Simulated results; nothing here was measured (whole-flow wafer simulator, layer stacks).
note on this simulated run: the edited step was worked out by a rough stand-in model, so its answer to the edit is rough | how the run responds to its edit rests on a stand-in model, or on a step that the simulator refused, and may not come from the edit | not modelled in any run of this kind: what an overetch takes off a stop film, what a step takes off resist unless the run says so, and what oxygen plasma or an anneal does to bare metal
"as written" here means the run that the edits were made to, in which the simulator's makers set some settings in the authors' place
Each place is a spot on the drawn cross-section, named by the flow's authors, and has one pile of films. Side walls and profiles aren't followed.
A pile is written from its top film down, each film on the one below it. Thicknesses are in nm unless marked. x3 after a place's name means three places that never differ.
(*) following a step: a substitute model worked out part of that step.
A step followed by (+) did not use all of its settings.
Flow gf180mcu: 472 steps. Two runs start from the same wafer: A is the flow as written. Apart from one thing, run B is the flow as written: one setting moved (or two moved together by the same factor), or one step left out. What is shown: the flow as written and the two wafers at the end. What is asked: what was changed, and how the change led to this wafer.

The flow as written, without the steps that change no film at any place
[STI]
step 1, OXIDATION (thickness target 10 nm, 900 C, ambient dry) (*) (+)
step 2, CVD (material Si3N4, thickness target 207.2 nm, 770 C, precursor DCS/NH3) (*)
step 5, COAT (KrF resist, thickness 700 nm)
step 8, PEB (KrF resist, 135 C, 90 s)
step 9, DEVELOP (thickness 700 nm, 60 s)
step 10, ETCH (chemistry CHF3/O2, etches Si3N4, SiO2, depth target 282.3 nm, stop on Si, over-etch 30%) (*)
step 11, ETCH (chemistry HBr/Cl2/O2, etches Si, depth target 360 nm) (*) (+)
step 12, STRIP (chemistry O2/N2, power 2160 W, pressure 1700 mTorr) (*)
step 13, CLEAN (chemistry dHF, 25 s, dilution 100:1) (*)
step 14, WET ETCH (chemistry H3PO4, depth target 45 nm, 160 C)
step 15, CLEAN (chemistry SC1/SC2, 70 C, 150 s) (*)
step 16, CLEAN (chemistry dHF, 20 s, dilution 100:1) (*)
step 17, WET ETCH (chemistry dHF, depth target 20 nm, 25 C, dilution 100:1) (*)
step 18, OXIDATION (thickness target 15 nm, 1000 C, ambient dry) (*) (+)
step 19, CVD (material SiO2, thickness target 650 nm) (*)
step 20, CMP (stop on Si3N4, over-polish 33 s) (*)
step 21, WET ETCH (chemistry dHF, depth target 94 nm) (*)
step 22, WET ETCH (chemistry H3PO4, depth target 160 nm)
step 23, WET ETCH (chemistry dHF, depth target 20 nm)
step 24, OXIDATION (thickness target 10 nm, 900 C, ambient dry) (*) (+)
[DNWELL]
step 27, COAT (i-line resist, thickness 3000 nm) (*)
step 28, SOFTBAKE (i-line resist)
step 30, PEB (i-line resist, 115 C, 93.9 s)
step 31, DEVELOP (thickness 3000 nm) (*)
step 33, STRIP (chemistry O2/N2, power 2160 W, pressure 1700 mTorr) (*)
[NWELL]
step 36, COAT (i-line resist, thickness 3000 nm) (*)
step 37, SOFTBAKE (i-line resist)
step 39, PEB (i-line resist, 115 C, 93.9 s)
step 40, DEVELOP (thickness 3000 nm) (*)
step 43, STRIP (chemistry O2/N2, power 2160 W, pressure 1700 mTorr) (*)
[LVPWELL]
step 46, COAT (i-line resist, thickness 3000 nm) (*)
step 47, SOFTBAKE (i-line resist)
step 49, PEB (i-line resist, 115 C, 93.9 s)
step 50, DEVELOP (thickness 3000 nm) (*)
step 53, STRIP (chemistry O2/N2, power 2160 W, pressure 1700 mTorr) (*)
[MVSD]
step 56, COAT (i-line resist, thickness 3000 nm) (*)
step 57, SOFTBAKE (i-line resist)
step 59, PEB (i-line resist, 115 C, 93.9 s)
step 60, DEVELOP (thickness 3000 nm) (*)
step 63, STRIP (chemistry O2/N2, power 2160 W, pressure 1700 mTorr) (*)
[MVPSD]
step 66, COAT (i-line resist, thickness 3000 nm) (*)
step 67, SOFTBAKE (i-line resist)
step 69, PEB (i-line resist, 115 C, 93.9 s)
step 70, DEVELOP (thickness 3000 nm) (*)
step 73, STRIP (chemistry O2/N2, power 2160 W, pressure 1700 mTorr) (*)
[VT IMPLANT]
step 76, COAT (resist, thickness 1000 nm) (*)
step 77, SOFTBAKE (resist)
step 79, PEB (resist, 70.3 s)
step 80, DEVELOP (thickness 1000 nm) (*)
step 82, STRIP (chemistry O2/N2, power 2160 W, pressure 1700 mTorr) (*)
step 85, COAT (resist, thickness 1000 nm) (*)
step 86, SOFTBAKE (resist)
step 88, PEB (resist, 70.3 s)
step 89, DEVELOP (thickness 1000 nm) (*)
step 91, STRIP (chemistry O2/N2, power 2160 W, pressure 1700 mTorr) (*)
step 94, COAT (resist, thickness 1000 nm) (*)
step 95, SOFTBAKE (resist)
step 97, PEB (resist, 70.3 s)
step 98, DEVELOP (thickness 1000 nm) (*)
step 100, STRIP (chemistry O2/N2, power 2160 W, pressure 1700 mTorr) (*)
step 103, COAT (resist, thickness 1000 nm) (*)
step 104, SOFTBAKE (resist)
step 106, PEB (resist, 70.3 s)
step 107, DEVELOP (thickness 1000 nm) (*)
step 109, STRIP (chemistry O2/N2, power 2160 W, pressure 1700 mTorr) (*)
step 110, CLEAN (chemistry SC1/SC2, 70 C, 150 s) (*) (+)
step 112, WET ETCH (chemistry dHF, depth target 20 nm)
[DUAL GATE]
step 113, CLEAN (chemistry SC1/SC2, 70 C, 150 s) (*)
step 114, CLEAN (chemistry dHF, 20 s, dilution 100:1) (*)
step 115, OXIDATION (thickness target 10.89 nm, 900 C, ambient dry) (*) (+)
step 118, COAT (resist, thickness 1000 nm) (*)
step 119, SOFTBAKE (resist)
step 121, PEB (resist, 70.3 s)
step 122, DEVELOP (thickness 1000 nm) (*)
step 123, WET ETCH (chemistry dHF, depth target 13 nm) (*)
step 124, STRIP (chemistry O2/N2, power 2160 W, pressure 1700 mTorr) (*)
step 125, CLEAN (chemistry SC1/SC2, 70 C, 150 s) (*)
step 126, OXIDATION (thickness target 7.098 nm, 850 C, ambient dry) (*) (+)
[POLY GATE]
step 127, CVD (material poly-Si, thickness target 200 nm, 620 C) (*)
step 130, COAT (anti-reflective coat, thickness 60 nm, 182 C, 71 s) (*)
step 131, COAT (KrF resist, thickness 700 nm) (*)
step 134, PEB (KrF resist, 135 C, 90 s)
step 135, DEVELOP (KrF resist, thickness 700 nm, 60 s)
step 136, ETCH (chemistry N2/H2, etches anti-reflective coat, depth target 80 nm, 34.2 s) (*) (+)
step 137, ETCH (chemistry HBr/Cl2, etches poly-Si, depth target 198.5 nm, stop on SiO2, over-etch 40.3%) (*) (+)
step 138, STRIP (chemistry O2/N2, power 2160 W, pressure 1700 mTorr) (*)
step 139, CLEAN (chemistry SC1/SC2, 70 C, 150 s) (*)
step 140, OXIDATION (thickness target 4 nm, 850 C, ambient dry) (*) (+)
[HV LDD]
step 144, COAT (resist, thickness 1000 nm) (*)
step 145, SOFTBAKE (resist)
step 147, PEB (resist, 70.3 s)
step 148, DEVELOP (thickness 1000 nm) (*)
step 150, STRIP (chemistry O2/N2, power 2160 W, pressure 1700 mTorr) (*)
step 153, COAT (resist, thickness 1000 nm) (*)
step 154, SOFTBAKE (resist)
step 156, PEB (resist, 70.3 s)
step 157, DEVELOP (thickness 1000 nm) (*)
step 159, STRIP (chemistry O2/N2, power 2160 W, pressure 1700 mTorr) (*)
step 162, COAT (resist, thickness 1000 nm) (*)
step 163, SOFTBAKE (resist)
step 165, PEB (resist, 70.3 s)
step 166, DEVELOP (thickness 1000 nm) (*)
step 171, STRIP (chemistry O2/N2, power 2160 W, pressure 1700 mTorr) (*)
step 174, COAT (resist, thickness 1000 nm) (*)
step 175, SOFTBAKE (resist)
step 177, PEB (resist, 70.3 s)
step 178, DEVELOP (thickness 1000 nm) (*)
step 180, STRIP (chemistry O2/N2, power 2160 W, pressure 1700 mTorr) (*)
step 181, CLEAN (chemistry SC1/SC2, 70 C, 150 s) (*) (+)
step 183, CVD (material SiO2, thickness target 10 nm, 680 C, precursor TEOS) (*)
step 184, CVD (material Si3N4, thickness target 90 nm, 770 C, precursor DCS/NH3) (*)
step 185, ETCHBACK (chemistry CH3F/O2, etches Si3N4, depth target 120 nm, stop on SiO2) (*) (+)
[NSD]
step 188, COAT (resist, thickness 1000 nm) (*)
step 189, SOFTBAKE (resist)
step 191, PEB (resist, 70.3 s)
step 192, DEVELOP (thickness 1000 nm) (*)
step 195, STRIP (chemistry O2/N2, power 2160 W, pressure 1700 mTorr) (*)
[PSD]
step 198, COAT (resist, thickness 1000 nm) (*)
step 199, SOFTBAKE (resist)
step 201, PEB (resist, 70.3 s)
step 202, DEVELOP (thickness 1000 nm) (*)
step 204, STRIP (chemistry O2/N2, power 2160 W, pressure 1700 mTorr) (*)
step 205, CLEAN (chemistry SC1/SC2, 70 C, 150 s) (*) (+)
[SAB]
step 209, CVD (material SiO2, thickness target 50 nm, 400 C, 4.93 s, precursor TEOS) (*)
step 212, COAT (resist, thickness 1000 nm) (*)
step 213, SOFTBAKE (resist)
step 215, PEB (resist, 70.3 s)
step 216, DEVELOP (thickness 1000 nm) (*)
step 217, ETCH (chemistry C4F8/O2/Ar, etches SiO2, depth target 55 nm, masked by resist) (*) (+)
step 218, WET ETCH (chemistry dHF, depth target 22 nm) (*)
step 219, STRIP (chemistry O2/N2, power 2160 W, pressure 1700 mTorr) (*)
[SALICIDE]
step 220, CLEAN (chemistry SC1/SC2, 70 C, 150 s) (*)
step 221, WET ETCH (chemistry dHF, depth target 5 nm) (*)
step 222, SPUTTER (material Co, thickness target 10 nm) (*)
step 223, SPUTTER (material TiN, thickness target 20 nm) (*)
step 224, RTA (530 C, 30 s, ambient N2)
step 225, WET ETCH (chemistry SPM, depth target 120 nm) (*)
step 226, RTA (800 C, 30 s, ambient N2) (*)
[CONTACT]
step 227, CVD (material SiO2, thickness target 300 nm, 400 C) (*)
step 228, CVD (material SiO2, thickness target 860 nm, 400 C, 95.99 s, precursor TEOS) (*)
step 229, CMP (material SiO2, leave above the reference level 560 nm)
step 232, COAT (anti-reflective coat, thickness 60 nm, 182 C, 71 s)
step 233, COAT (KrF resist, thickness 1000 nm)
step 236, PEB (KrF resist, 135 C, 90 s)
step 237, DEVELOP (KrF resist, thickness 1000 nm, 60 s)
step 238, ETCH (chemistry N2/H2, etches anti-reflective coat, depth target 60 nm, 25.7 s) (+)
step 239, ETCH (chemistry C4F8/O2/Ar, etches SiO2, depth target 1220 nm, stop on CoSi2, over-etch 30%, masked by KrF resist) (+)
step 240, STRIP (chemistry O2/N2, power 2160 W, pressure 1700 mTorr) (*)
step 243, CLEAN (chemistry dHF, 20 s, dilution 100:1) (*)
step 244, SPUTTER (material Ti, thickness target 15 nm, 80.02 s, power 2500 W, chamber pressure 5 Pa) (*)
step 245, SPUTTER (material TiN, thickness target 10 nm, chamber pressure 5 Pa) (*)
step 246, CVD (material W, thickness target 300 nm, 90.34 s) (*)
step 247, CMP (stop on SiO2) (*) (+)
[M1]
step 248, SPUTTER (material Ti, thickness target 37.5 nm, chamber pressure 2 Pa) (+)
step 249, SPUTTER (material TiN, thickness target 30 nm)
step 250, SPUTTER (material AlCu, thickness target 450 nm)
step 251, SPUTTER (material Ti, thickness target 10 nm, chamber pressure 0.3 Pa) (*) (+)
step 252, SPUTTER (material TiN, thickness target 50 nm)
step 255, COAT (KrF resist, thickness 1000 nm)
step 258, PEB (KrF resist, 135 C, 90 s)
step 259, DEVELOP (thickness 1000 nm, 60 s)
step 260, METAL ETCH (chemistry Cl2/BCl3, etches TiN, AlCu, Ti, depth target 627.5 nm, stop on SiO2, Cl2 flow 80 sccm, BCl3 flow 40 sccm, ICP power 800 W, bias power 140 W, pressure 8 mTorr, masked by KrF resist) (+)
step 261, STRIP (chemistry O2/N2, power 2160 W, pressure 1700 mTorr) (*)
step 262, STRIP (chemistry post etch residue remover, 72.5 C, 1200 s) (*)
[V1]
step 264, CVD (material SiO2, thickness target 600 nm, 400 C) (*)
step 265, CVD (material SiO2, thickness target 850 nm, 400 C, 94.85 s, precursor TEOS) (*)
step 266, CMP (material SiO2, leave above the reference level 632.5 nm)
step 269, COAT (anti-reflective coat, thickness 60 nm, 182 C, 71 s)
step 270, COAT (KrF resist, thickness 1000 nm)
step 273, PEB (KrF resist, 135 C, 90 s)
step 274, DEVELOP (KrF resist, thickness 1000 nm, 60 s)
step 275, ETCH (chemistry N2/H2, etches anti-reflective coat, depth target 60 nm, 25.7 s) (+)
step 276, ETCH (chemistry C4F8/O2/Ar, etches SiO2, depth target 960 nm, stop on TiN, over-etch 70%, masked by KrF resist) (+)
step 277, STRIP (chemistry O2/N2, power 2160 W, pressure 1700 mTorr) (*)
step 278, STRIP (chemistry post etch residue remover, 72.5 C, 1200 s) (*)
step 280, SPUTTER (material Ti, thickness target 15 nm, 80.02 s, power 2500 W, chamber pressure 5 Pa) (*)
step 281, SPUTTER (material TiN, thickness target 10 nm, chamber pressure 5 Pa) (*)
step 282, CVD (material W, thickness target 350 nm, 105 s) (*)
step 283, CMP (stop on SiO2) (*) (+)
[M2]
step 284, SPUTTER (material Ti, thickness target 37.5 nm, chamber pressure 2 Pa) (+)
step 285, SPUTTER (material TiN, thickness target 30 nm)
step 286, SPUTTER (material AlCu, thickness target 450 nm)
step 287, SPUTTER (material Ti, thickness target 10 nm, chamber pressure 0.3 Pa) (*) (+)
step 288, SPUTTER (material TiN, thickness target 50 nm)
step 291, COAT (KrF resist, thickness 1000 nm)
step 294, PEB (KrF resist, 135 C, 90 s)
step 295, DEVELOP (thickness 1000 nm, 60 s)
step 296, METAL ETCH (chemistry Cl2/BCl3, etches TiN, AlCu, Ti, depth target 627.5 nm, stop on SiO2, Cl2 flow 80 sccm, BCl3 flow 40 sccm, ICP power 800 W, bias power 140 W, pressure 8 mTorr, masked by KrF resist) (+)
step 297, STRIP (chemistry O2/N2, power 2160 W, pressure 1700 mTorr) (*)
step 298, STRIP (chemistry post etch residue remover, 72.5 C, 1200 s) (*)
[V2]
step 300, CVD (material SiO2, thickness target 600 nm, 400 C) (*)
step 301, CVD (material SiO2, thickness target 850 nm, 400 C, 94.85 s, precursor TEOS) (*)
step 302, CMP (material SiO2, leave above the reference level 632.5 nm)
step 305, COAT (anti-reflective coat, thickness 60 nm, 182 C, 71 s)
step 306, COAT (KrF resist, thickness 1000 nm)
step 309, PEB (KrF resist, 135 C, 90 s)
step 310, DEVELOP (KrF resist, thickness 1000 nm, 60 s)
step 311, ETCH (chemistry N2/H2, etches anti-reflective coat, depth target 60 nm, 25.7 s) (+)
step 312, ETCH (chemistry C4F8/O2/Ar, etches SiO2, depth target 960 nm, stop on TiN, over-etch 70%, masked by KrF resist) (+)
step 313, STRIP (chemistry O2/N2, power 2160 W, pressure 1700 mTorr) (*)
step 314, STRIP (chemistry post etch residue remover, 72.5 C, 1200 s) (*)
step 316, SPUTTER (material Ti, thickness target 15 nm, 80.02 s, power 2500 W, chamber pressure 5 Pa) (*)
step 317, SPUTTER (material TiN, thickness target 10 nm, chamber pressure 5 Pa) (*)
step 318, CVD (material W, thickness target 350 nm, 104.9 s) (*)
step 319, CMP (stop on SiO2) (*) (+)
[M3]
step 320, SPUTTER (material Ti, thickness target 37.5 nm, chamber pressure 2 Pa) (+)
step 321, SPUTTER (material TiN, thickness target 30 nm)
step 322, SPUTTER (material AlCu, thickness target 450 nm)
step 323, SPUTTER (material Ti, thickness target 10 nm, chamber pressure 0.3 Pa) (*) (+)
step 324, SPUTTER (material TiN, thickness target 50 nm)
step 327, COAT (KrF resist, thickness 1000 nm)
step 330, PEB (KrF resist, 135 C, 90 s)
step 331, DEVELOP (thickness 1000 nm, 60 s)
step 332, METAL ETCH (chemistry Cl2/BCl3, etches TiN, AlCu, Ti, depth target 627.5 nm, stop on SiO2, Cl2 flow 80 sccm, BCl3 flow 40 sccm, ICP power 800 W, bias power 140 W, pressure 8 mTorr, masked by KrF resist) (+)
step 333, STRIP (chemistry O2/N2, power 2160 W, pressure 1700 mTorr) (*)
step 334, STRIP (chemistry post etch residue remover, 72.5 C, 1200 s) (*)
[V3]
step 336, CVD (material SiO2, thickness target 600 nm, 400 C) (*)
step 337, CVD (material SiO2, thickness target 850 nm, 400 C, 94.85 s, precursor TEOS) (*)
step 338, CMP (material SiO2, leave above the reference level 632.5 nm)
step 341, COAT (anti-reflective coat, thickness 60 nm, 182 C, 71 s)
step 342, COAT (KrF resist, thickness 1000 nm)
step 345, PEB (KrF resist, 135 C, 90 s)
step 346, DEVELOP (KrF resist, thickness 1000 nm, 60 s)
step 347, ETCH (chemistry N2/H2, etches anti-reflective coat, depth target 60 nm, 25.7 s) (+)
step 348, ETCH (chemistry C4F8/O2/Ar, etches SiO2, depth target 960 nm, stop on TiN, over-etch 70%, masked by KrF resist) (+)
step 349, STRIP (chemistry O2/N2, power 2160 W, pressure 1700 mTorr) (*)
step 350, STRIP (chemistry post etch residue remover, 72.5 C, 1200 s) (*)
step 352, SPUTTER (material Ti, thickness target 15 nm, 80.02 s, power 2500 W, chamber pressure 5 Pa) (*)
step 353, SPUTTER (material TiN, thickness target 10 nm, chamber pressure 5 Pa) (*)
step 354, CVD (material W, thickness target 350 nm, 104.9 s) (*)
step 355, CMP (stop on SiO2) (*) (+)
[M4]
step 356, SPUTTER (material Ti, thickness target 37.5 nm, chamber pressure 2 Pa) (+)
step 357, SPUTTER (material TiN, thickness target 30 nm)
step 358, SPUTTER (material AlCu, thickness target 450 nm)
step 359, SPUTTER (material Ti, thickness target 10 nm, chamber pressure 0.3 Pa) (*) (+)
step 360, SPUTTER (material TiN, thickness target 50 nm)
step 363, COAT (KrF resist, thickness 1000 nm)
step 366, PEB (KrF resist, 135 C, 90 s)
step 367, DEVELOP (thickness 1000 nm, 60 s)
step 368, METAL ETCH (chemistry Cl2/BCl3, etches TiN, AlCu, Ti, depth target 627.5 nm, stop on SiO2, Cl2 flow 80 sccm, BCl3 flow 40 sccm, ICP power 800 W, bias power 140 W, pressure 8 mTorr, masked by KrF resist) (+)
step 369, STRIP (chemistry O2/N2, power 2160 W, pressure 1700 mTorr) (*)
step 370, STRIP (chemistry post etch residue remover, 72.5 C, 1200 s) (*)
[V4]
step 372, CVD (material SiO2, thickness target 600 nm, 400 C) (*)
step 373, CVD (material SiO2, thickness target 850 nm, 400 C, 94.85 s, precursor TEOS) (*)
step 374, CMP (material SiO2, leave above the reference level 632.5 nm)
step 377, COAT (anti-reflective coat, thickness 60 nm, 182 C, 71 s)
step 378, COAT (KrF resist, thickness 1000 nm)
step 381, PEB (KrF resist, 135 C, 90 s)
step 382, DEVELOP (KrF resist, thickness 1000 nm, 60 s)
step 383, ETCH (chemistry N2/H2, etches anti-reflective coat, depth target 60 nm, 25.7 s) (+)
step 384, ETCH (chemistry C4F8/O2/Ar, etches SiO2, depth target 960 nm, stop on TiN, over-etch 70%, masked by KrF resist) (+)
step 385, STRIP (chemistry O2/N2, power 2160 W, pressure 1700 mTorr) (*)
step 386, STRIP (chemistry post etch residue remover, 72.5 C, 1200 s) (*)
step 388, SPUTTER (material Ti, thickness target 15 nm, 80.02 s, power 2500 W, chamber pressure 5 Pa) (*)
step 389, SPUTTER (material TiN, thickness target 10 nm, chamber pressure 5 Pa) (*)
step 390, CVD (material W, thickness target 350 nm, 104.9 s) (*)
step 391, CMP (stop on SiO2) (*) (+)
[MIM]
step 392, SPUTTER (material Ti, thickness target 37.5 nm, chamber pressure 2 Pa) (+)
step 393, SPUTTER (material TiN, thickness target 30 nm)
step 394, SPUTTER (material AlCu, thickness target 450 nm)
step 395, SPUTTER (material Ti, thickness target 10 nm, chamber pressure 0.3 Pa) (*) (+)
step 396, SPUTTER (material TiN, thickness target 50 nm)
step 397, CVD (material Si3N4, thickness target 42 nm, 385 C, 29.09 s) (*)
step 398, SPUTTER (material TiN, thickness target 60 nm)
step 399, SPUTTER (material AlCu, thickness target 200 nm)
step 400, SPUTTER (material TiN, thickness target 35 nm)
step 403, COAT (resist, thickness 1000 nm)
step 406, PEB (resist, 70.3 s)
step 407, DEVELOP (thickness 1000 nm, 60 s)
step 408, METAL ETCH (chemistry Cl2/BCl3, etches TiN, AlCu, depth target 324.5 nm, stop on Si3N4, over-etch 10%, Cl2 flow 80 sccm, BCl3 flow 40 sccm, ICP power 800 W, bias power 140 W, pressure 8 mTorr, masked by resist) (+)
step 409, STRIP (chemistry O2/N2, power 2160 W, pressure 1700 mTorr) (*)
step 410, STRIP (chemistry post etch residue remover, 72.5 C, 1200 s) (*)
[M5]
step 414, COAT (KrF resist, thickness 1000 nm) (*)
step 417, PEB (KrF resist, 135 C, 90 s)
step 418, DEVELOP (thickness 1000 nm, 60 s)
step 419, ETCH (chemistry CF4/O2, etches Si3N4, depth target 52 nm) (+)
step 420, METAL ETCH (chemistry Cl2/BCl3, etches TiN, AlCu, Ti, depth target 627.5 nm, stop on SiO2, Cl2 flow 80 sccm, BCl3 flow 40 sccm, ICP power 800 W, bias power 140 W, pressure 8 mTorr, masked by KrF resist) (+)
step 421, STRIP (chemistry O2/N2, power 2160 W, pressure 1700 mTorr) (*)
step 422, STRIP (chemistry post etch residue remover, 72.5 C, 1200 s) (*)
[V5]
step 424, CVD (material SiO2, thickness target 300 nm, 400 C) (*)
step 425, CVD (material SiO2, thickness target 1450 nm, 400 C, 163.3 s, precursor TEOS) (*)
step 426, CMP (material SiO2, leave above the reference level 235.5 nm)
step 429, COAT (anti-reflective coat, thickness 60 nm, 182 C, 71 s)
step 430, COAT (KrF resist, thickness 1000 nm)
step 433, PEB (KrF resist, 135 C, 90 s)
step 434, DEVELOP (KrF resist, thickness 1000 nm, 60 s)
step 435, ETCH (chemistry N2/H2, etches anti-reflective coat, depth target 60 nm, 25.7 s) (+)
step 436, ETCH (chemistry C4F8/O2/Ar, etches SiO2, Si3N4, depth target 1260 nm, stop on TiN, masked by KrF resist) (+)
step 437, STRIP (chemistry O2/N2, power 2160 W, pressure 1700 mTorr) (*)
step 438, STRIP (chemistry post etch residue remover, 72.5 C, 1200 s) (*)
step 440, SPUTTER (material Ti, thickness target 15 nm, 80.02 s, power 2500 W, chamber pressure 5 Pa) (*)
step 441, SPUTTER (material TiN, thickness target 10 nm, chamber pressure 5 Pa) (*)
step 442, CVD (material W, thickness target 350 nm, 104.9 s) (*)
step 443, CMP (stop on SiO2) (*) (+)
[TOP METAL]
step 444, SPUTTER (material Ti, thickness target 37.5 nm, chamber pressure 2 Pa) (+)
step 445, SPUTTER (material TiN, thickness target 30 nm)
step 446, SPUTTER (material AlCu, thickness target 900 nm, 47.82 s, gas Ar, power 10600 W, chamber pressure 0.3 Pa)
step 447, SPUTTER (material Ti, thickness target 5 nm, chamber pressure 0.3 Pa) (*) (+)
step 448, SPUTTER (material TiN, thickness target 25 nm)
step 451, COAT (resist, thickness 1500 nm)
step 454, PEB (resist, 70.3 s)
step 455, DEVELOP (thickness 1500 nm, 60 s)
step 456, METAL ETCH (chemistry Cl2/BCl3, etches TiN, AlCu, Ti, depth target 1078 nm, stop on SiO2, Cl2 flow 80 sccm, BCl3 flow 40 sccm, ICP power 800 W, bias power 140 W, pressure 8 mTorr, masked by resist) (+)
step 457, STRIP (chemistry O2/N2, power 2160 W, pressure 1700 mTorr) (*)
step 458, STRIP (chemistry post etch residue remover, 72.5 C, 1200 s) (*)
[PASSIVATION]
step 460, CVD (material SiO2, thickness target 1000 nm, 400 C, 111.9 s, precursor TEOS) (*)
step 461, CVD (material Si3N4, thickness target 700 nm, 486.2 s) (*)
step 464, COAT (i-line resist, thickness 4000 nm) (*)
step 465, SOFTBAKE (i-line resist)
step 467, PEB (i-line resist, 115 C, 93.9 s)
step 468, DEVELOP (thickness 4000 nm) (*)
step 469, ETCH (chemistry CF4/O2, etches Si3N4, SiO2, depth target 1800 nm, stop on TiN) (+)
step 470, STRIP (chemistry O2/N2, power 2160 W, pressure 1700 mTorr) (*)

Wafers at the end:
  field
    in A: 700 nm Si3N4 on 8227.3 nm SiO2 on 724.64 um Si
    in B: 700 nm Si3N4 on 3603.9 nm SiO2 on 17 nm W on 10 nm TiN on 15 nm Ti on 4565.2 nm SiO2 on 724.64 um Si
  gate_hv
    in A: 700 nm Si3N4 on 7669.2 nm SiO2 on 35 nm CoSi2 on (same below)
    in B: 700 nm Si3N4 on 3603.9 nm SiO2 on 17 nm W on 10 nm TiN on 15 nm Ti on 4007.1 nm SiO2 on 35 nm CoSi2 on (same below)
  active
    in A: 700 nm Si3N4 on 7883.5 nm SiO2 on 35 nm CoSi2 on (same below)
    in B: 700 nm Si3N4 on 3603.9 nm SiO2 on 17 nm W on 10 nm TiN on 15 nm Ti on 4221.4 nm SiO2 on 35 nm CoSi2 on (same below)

Cause: step 337, CVD: thickness target 468 nm was run, whereas the flow has thickness target 850 nm; step 337, CVD: 52.17 s was run, where the flow has 94.85 s.

Step by step, how the change led to this:
  step 337, CVD (material SiO2, thickness target 850 nm, 400 C, 94.85 s, precursor TEOS) (*)
      field, field__w1, field__w2 and 108 more: A +850 SiO2 | B +475.7 SiO2
  step 338, CMP (material SiO2, leave above the reference level 632.5 nm)
      field, field__w1, field__w2 and 103 more: A -300 SiO2 | B nothing
      field__w8, contact, m1, m1__w1, m1_nw: A -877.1 SiO2 | B -502.8 SiO2
  step 341, COAT (anti-reflective coat, thickness 60 nm, 182 C, 71 s)
      field: A +60 anti-reflective coat (new film) | B +89.8 anti-reflective coat (new film)
      field__w8: A +60 anti-reflective coat (new film) | B +22.5 anti-reflective coat (new film)
      (as well as at 15 more places)
  step 342, COAT (KrF resist, thickness 1000 nm)
      contact: A +1000 KrF resist (new film) | B +972.3 KrF resist (new film)
      m1: A +1000 KrF resist (new film) | B +968.5 KrF resist (new film)
      (as well as at 4 more places)
  step 346, DEVELOP (KrF resist, thickness 1000 nm, 60 s)
      contact: A -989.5 KrF resist (all of it) | B -962 KrF resist (all of it)
  step 347, ETCH (chemistry N2/H2, etches anti-reflective coat, depth target 60 nm, 25.7 s) (+)
      contact: A -60 anti-reflective coat (all of it), -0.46 SiO2 | B -26.4 anti-reflective coat (all of it), -1.32 SiO2
  step 349, STRIP (chemistry O2/N2, power 2160 W, pressure 1700 mTorr) (*)
      field: A -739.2 KrF resist (all of it), -60 anti-reflective coat (all of it) | B -725.7 KrF resist (all of it), -89.8 anti-reflective coat (all of it)
      field__w8: A -739.2 KrF resist (all of it), -60 anti-reflective coat (all of it) | B -730.2 KrF resist (all of it), -22.5 anti-reflective coat (all of it)
      (as well as at 15 more places)
  step 354, CVD (material W, thickness target 350 nm, 104.9 s) (*)
      contact: A +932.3 W (new film) | B +857.3 W (new film)
  step 355, CMP (stop on SiO2) (*) (+)
      field, field__w1, field__w2 and 103 more: A -350 W (all of it), -10 TiN (all of it), -15 Ti (all of it), -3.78 SiO2 | B -320.7 W
      field__w8, m1, m1__w1, m1_nw: A -350 W (all of it), -10 TiN (all of it), -15 Ti (all of it), -3.78 SiO2 | B -350 W (all of it), -10 TiN (all of it), -15 Ti (all of it), -20 SiO2
      (as well as at 1 more place)
  step 368, METAL ETCH (chemistry Cl2/BCl3, etches TiN, AlCu, Ti, depth target 627.5 nm, stop on SiO2, Cl2 flow 80 sccm, BCl3 flow 40 sccm, ICP power 800 W, bias power 140 W, pressure 8 mTorr, masked by KrF resist) (+)
      field, field__w1, field__w2 and 103 more: A -50 TiN (all of it), -10 Ti (all of it), -450 AlCu (all of it), -30 TiN (all of it), -37.5 Ti (all of it) | B -50 TiN (all of it), -10 Ti (all of it), -450 AlCu (all of it), -30 TiN (all of it), -37.5 Ti (all of it), -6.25 W
  step 370, STRIP (chemistry post etch residue remover, 72.5 C, 1200 s) (*)
      field, field__w1, field__w2 and 103 more: A nothing | B -6.01 W
  step 372, CVD (material SiO2, thickness target 600 nm, 400 C) (*)
      field, field__w1, field__w2 and 103 more: A +600 SiO2 | B +600 SiO2 (new film)
  step 374, CMP (material SiO2, leave above the reference level 632.5 nm)
      field, field__w1, field__w2 and 103 more: A -300 SiO2 | B -287.7 SiO2
With metal films that touch counted as one body, field has 1 body; the flow as written gives 0 bodies.
With metal films that touch counted as one body, gate_hv has 2 bodies (between them, from the top down: SiO2 4007.1); the flow as written gives 1 body.
With metal films that touch counted as one body, active has 2 bodies (between them, from the top down: SiO2 4221.4); the flow as written gives 1 body.
